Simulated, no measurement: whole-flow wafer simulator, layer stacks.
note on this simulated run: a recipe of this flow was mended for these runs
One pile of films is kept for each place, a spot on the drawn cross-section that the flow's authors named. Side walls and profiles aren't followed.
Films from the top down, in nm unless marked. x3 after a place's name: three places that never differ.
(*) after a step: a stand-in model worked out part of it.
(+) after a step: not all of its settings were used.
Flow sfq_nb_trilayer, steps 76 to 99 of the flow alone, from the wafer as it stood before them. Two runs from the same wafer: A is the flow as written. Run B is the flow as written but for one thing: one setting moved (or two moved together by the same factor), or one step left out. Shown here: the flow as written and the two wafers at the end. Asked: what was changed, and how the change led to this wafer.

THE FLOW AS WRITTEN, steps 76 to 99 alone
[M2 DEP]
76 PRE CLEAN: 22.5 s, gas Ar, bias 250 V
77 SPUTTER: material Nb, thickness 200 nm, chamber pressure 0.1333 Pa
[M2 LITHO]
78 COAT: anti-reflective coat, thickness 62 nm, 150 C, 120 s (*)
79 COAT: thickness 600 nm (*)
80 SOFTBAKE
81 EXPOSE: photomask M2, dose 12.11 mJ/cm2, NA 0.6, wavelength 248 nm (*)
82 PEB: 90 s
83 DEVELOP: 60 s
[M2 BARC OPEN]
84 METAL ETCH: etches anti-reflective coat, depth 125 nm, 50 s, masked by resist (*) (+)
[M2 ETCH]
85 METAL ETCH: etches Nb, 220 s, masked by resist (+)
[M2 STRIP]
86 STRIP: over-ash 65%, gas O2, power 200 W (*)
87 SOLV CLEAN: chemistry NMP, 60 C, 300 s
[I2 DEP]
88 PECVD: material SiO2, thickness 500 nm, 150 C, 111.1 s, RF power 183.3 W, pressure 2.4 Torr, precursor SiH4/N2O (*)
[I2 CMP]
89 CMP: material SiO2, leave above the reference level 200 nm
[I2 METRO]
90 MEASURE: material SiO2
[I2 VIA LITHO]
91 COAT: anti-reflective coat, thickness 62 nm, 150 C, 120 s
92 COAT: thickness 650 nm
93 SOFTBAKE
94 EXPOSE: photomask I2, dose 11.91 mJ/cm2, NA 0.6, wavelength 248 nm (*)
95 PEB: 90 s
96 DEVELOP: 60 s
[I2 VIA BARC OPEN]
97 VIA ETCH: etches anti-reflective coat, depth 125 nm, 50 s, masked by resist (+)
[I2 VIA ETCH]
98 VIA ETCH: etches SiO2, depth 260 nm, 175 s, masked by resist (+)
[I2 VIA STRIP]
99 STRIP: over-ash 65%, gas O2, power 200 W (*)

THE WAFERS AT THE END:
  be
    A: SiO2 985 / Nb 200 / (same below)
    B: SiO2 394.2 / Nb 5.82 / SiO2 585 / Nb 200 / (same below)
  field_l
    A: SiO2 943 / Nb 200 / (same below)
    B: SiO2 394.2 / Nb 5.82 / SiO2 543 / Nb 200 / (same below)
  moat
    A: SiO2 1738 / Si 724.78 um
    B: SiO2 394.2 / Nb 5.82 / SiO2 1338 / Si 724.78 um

The cause: step 85, METAL ETCH: 178 s was run, where the flow has 220 s.

How the change led to this, step by step:
  85 METAL ETCH: etches Nb, 220 s, masked by resist (+)
      field_l, be, be_sur and 81 more: A Nb -200 (all of it), SiO2 -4 | B Nb -194.2
      v_sur, via_wl, via_w, via_wr, via_sp, via_v, wire, wl_j_sl x15: A KrF-resist-other-grade -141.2 | B KrF-resist-other-grade -114.2
  86 STRIP: over-ash 65%, gas O2, power 200 W (*)
      wl_j_sl x15: A KrF-resist-other-grade -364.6 (all of it), anti-reflective coat -62 (all of it) | B KrF-resist-other-grade -391.6 (all of it), anti-reflective coat -62 (all of it)
      v_sur: A KrF-resist-other-grade -360.6 (all of it), anti-reflective coat -64.8 (all of it) | B KrF-resist-other-grade -387.6 (all of it), anti-reflective coat -64.8 (all of it)
      (and at 6 more places)
  88 PECVD: material SiO2, thickness 500 nm, 150 C, 111.1 s, RF power 183.3 W, pressure 2.4 Torr, precursor SiH4/N2O (*)
      field_l, be, be_sur and 81 more: A SiO2 +500 | B SiO2 +500 (new film)
  89 CMP: material SiO2, leave above the reference level 200 nm
      field_l, be, be_sur and 81 more: A SiO2 -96 | B SiO2 -105.8
Counting metal films that touch as one body, be has 2 bodies (between them, from the top down: SiO2 585); the flow as written gives 1 body.
Counting metal films that touch as one body, field_l has 3 bodies (between them, from the top down: SiO2 543; SiO2 55); the flow as written gives 2 bodies (between them, from the top down: SiO2 55).
Counting metal films that touch as one body, moat has 1 body; the flow as written gives 0 bodies.
